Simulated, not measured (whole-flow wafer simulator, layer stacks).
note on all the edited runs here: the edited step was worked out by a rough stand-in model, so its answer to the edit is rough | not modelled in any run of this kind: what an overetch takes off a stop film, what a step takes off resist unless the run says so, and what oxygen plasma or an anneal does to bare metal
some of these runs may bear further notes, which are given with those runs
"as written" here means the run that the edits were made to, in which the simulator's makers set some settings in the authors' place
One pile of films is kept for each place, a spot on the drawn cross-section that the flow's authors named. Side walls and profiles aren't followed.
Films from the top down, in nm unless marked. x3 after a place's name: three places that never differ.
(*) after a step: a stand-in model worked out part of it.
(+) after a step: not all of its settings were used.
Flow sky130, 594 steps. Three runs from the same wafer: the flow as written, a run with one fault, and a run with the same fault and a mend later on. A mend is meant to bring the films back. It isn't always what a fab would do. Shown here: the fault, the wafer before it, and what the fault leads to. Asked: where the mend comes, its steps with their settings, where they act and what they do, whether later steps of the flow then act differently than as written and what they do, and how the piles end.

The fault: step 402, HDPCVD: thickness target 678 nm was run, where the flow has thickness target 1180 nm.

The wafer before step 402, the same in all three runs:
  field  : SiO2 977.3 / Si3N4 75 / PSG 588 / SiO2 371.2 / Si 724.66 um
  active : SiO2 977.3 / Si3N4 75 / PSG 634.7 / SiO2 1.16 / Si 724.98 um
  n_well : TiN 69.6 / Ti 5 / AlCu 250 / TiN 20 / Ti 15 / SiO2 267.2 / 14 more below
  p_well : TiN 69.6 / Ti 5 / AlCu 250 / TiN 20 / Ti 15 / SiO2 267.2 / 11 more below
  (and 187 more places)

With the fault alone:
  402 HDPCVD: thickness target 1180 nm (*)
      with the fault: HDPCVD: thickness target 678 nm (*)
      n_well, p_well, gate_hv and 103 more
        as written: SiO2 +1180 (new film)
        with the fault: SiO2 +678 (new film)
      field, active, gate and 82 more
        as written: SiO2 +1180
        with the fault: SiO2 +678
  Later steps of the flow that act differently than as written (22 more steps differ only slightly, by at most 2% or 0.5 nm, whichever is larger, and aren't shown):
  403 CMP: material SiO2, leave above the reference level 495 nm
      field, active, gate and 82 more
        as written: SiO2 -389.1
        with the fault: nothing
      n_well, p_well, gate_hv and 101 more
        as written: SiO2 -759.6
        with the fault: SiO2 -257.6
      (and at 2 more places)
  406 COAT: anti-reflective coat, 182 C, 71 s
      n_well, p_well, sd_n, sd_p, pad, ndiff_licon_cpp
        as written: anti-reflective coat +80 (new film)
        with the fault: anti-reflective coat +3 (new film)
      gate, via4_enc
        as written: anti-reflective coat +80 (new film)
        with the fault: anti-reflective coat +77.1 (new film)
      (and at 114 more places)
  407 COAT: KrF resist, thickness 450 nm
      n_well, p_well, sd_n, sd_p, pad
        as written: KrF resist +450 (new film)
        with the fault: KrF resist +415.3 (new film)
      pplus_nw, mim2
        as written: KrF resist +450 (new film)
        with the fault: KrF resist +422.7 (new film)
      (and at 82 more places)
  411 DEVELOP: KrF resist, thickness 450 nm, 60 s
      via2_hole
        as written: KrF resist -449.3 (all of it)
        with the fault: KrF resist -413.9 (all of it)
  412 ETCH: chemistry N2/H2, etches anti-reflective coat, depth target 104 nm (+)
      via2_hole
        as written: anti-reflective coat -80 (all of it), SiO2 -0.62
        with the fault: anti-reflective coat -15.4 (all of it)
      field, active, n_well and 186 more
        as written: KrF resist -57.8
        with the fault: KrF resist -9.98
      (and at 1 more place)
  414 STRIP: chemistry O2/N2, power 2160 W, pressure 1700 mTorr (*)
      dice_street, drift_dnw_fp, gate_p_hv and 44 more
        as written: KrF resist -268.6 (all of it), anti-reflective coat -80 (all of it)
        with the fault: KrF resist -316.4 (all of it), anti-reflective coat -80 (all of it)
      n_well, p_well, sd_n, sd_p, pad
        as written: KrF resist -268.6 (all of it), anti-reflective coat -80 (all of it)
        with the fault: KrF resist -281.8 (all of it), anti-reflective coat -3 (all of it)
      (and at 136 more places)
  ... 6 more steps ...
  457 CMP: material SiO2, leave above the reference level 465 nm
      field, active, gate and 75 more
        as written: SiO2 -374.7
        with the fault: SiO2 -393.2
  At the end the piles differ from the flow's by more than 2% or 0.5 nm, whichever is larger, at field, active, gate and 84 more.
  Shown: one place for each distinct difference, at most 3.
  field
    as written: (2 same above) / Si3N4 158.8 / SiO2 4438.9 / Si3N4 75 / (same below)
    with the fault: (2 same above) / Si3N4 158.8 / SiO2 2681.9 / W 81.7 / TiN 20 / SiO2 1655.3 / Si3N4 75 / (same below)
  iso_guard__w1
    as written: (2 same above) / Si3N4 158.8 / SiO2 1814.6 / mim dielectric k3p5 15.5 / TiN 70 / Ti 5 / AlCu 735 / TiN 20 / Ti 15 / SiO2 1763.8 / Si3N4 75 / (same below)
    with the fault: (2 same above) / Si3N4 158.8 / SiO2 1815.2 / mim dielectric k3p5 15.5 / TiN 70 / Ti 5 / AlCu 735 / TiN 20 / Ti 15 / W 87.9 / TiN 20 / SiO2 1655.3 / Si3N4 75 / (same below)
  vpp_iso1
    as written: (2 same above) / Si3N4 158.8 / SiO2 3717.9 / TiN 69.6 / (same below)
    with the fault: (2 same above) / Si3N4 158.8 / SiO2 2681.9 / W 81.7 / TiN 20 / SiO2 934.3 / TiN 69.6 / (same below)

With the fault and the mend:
  The mend comes after step 402.
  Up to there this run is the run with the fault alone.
  402a HDPCVD: thickness target 502 nm (*) (the flow's step 402 once more, with other settings)
      field, active, n_well and 188 more
        SiO2 +502
  No later step of the flow acts differently than as written, at any place that is followed, by more than 2% or 0.5 nm, whichever is larger.
  At the end the piles are the same as the flow's at every place that both follow.
